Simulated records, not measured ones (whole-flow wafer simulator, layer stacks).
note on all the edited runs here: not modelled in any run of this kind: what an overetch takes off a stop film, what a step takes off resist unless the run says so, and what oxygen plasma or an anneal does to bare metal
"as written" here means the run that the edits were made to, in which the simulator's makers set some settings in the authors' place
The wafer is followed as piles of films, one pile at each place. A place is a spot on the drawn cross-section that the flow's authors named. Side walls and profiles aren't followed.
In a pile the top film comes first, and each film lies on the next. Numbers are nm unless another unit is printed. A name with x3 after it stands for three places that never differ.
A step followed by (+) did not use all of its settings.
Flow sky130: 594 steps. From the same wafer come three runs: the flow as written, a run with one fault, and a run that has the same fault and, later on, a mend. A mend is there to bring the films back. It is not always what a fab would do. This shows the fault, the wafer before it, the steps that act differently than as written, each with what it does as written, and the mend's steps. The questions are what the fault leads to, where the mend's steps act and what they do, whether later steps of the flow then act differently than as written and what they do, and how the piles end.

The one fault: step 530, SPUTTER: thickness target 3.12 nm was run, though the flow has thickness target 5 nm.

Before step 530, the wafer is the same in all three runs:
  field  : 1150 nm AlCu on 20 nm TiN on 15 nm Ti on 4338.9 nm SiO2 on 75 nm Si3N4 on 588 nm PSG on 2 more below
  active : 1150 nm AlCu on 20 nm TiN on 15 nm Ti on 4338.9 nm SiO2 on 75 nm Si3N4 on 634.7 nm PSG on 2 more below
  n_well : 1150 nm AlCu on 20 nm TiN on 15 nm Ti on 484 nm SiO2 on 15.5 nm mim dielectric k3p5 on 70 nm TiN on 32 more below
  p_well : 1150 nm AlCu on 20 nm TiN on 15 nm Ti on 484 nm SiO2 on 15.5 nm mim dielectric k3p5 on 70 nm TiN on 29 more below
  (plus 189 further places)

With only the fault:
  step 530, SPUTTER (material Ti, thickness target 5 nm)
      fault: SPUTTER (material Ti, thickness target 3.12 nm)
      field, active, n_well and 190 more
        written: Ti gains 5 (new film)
        fault: Ti gains 3.12 (new film)
  Steps further on in the flow that do not act as written (21 other steps are not shown; they differ only slightly, by no more than 2% or 0.5 nm, whichever is larger):
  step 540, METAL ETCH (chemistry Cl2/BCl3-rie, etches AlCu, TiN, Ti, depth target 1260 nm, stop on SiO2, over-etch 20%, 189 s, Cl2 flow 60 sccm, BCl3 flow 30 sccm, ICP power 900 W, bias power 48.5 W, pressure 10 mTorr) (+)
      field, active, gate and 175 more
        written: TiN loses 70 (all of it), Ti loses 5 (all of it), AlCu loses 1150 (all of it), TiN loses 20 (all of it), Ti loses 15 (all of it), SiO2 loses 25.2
        fault: TiN loses 70 (all of it), Ti loses 3.12 (all of it), AlCu loses 1150 (all of it), TiN loses 20 (all of it), Ti loses 15 (all of it), SiO2 loses 25.4
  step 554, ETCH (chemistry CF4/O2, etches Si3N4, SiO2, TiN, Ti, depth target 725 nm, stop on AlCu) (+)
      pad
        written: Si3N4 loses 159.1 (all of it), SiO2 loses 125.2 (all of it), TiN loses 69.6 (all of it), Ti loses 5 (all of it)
        fault: Si3N4 loses 159.1 (all of it), SiO2 loses 125.2 (all of it), TiN loses 69.6 (all of it), Ti loses 3.12 (all of it)
  By the end, the piles at n_well, p_well, sd_n and 11 more depart from the flow's by more than 2% or 0.5 nm, whichever is larger.
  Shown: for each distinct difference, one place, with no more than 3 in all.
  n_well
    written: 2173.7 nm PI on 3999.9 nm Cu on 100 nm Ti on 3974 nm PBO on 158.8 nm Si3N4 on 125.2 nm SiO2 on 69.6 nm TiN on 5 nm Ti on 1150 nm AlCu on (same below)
    fault: 2173.9 nm PI on 3999.9 nm Cu on 100 nm Ti on 3975.4 nm PBO on 158.8 nm Si3N4 on 125.2 nm SiO2 on 69.6 nm TiN on 3.12 nm Ti on 1150 nm AlCu on (same below)
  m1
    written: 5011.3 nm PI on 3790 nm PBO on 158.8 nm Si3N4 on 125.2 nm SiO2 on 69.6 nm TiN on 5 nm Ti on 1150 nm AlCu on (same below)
    fault: 5011.4 nm PI on 3791.5 nm PBO on 158.8 nm Si3N4 on 125.2 nm SiO2 on 69.6 nm TiN on 3.12 nm Ti on 1150 nm AlCu on (same below)
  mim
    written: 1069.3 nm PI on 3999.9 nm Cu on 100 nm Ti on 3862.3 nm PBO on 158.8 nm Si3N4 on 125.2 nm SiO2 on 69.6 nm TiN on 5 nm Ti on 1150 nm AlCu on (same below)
    fault: 1069.5 nm PI on 3999.9 nm Cu on 100 nm Ti on 3863.7 nm PBO on 158.8 nm Si3N4 on 125.2 nm SiO2 on 69.6 nm TiN on 3.12 nm Ti on 1150 nm AlCu on (same below)

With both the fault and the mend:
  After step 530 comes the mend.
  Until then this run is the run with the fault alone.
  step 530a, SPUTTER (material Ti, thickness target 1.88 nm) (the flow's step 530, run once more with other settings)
      field, active, n_well and 190 more
        Ti gains 1.88
  Every later step of the flow that is run acts as written at every place that is followed.
  At every place that both follow, the piles at the end match the flow's.
